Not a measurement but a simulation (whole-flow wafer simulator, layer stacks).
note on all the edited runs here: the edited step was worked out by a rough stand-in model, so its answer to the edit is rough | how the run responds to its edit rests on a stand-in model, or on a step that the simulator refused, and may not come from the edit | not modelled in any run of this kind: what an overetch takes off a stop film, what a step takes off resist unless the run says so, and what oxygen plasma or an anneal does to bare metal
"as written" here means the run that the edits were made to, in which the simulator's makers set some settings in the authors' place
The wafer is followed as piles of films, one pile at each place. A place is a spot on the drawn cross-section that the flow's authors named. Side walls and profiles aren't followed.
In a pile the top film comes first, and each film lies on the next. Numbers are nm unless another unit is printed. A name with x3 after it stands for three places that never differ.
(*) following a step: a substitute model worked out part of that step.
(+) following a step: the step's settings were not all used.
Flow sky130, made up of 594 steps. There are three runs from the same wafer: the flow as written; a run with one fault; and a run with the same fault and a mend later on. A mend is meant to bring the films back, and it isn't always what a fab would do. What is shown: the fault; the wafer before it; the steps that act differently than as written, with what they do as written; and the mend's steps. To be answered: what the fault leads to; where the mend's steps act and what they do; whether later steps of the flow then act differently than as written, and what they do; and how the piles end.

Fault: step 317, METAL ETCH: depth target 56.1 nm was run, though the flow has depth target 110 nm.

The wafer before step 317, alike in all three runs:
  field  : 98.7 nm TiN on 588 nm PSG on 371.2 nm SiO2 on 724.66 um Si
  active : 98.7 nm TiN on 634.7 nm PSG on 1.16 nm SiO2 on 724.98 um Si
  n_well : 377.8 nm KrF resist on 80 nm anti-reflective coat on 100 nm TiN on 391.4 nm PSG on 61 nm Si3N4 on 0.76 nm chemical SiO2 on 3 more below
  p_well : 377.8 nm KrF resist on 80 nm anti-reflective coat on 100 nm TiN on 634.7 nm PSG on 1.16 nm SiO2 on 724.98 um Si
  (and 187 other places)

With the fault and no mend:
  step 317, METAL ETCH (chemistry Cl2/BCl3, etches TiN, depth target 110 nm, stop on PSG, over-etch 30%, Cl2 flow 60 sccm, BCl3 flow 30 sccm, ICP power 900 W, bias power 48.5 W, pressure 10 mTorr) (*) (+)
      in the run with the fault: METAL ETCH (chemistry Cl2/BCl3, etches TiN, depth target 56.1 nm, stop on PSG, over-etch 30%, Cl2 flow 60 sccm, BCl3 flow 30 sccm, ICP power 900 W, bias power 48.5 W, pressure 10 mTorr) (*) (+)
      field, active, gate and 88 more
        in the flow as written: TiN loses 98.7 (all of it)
        in the run with the fault: TiN loses 56.1
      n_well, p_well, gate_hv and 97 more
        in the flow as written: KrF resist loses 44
        in the run with the fault: KrF resist loses 22.4
  Later steps of the flow acting differently than as written (8 other steps are not shown; they differ only slightly, by no more than 2% or 0.5 nm, whichever is larger):
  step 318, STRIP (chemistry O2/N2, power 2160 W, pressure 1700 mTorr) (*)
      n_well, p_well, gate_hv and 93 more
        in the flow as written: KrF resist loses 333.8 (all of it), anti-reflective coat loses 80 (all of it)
        in the run with the fault: KrF resist loses 355.4 (all of it), anti-reflective coat loses 80 (all of it)
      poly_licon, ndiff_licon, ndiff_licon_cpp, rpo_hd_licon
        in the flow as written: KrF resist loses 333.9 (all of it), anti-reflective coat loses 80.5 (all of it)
        in the run with the fault: KrF resist loses 355.4 (all of it), anti-reflective coat loses 80.5 (all of it)
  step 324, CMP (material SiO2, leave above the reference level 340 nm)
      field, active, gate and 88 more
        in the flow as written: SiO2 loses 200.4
        in the run with the fault: SiO2 loses 242.6
  The piles end different from the flow's at field, active, gate and 90 more by more than 2% or 0.5 nm, whichever is larger.
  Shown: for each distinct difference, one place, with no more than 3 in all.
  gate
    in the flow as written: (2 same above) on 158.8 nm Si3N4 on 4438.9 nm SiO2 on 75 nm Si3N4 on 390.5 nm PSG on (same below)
    in the run with the fault: (2 same above) on 158.8 nm Si3N4 on 4396.8 nm SiO2 on 75 nm Si3N4 on 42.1 nm TiN on 390.5 nm PSG on (same below)
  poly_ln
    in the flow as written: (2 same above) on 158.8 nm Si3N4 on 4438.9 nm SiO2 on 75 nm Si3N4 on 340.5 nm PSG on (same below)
    in the run with the fault: (2 same above) on 158.8 nm Si3N4 on 4396.8 nm SiO2 on 75 nm Si3N4 on 42.1 nm TiN on 340.5 nm PSG on (same below)
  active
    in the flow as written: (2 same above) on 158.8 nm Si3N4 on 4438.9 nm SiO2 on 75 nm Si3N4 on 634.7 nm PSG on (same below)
    in the run with the fault: (2 same above) on 158.8 nm Si3N4 on 4396.8 nm SiO2 on 75 nm Si3N4 on 42.1 nm TiN on 634.7 nm PSG on (same below)

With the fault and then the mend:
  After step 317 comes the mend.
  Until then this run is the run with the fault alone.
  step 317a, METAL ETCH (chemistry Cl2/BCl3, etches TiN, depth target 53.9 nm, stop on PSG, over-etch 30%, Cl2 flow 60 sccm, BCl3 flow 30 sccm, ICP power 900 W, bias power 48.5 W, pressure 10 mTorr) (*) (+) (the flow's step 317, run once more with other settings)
      n_well, p_well, gate_hv and 97 more
        KrF resist loses 21.6
      field, active, gate and 88 more
        TiN loses 42.6 (all of it)
  Every later step of the flow that is run acts as written at every place that is followed.
  The piles end the same as the flow's at every place that both follow.
